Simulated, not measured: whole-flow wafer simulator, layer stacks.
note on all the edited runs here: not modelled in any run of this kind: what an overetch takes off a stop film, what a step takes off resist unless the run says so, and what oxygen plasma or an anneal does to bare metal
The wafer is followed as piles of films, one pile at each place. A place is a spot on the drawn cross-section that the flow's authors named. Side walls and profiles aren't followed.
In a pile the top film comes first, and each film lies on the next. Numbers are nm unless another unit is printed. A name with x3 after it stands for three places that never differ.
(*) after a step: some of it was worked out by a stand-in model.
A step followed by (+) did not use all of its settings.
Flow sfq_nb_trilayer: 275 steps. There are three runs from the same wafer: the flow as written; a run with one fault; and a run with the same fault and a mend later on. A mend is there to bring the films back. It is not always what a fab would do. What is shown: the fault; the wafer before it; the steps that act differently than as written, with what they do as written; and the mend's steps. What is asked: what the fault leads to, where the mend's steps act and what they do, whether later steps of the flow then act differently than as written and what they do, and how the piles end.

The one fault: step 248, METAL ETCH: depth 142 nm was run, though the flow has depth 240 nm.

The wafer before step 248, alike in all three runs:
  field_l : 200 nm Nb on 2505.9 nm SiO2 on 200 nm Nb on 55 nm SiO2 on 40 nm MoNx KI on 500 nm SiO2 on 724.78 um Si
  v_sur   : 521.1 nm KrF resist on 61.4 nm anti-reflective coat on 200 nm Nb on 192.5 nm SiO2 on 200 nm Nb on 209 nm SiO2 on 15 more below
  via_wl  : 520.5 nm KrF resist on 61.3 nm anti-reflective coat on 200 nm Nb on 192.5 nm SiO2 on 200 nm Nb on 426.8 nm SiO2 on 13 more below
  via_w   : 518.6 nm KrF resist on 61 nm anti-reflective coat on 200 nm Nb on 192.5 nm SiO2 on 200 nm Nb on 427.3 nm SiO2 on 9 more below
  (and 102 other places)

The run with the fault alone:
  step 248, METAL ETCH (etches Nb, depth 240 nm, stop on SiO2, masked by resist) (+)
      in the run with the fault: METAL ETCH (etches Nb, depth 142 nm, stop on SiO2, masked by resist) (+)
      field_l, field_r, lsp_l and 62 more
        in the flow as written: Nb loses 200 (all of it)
        in the run with the fault: Nb loses 142
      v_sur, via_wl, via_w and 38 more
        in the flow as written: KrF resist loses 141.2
        in the run with the fault: KrF resist loses 83.5
  Steps further on in the flow that do not act as written:
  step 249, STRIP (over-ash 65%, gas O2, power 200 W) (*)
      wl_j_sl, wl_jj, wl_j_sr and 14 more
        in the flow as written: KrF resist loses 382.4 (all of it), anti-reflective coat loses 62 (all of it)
        in the run with the fault: KrF resist loses 440 (all of it), anti-reflective coat loses 62 (all of it)
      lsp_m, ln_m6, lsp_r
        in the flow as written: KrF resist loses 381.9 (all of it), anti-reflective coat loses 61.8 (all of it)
        in the run with the fault: KrF resist loses 439.6 (all of it), anti-reflective coat loses 61.8 (all of it)
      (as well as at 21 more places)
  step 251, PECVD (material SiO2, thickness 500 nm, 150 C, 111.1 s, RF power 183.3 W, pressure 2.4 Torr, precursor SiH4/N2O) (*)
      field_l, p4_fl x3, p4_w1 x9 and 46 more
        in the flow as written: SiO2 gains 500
        in the run with the fault: SiO2 gains 500 (new film)
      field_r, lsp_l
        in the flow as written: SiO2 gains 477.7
        in the run with the fault: SiO2 gains 484.1 (new film)
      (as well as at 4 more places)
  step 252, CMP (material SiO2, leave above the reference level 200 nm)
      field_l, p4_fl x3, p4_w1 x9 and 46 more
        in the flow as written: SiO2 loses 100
        in the run with the fault: SiO2 loses 158
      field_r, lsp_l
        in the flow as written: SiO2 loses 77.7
        in the run with the fault: SiO2 loses 142.1
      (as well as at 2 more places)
  At field_l, field_r, lsp_l and 62 more, the piles at the end differ from the flow's by more than 2% or 0.5 nm, whichever is larger.
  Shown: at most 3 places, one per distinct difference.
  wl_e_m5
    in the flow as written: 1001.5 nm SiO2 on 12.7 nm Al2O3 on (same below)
    in the run with the fault: 342 nm SiO2 on 58 nm Nb on 601.5 nm SiO2 on 12.7 nm Al2O3 on (same below)
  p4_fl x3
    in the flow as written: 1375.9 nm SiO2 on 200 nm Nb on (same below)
    in the run with the fault: 342 nm SiO2 on 58 nm Nb on 975.9 nm SiO2 on 200 nm Nb on (same below)
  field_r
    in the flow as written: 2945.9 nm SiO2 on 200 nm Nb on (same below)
    in the run with the fault: 342 nm SiO2 on 58 nm Nb on 2545.9 nm SiO2 on 200 nm Nb on (same below)

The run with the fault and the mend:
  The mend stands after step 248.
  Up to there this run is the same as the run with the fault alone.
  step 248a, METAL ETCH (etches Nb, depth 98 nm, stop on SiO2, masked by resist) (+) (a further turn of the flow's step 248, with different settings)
      field_l, field_r, lsp_l and 62 more
        Nb loses 58 (all of it)
      v_sur, via_wl, via_w and 38 more
        KrF resist loses 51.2
  Later steps of the flow that are run all act as written at every place that is followed, up to a difference of at most 2% or 0.5 nm, whichever is larger.
  At every place that both follow, the piles at the end match the flow's.
